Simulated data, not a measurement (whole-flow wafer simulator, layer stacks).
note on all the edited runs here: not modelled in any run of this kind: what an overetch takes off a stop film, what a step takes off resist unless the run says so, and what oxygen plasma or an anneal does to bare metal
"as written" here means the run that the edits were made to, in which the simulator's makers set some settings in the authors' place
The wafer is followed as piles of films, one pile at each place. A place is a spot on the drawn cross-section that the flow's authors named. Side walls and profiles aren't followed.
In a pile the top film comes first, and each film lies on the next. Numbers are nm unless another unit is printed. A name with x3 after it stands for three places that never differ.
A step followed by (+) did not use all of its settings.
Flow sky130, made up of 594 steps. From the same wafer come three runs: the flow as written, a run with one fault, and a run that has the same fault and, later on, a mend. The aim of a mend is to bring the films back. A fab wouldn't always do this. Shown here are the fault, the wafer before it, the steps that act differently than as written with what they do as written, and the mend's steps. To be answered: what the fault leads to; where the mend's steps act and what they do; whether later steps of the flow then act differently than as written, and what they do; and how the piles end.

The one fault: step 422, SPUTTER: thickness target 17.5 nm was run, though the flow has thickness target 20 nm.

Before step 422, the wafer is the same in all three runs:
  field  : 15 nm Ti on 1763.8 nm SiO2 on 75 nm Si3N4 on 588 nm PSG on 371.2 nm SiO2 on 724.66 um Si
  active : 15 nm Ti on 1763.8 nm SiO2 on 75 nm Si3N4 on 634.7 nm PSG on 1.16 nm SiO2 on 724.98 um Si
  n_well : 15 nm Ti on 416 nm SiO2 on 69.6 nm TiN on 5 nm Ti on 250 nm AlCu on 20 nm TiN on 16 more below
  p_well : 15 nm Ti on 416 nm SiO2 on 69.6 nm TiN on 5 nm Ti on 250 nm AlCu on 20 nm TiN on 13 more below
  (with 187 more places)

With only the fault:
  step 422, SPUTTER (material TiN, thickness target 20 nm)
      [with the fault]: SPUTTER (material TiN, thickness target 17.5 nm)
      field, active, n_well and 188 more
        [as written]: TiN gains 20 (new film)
        [with the fault]: TiN gains 17.5 (new film)
  Steps further on in the flow that do not act as written (1 more step, not shown, differs only slightly: by at most 2% or 0.5 nm, whichever is larger):
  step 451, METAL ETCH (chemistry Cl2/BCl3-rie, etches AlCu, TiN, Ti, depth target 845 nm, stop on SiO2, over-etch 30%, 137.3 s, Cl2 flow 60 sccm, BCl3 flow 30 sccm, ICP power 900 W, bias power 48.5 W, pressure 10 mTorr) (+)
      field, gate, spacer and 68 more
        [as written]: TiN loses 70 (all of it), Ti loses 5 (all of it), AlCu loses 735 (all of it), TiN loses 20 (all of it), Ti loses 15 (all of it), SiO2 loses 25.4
        [with the fault]: TiN loses 70 (all of it), Ti loses 5 (all of it), AlCu loses 735 (all of it), TiN loses 17.5 (all of it), Ti loses 15 (all of it), SiO2 loses 25.6
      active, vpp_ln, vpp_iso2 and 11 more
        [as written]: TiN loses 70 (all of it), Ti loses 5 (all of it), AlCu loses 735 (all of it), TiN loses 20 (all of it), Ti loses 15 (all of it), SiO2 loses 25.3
        [with the fault]: TiN loses 70 (all of it), Ti loses 5 (all of it), AlCu loses 735 (all of it), TiN loses 17.5 (all of it), Ti loses 15 (all of it), SiO2 loses 25.6
  By the end, the piles at n_well, p_well, gate_hv and 104 more depart from the flow's by more than 2% or 0.5 nm, whichever is larger.
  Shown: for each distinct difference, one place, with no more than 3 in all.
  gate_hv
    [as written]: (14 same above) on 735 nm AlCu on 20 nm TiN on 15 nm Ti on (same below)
    [with the fault]: (14 same above) on 735 nm AlCu on 17.5 nm TiN on 15 nm Ti on (same below)
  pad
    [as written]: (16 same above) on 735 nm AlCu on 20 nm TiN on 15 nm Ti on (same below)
    [with the fault]: (16 same above) on 735 nm AlCu on 17.5 nm TiN on 15 nm Ti on (same below)
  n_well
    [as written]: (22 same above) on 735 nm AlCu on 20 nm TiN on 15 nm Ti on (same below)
    [with the fault]: (22 same above) on 735 nm AlCu on 17.5 nm TiN on 15 nm Ti on (same below)

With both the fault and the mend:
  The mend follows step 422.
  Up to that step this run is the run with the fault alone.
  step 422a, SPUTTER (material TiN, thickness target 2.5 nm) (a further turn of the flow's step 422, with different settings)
      field, active, n_well and 188 more
        TiN gains 2.5
  Later steps of the flow that are run all act as written at every place that is followed.
  At every place that both follow, the piles at the end match the flow's.
